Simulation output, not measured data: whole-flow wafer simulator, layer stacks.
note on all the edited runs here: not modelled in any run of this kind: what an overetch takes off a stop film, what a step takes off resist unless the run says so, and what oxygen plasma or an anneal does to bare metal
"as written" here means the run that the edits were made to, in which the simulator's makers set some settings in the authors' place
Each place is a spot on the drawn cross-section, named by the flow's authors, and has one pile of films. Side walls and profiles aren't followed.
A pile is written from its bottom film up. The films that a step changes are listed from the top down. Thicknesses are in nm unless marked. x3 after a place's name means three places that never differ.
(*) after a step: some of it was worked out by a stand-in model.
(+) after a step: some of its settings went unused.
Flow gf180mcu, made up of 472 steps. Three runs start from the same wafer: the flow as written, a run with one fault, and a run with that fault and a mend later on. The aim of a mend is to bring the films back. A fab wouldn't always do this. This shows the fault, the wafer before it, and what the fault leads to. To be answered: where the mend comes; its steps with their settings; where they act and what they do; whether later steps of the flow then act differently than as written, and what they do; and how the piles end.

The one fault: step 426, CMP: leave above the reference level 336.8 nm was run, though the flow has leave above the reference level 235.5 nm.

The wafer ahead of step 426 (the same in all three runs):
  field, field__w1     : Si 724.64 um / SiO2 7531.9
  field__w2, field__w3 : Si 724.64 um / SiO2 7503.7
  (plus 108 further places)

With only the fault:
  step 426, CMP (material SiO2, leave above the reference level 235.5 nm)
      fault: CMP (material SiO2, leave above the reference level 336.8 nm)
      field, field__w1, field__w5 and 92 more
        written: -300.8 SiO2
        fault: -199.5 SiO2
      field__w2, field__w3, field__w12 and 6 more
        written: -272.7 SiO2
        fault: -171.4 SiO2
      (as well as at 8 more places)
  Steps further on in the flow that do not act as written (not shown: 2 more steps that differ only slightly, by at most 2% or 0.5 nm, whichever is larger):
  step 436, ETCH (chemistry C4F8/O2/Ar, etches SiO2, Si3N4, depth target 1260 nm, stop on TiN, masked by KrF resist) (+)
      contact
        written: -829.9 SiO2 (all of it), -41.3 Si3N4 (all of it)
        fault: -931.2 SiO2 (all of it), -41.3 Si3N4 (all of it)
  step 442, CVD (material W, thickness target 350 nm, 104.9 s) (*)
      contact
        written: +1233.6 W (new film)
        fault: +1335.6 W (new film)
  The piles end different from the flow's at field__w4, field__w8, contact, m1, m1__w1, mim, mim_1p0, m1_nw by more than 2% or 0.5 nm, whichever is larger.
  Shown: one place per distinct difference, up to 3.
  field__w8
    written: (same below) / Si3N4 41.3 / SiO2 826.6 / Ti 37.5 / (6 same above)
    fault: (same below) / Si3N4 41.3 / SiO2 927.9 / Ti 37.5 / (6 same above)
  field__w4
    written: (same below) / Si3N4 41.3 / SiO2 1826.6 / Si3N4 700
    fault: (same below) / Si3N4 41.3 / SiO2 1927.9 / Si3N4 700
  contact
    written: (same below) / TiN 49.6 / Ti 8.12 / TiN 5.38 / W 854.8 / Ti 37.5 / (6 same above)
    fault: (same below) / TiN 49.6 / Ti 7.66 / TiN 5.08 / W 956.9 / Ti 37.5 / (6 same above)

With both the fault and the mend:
  The mend stands after step 426.
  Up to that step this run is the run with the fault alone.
  step 426a, CMP (material SiO2, leave above the reference level 235.5 nm) (the flow's step 426, run once more)
      field, field__w1, field__w2 and 109 more
        -101.3 SiO2
  None of the later steps of the flow acts differently than as written at any place that is followed.
  By the end, the piles equal the flow's at every place that both follow.
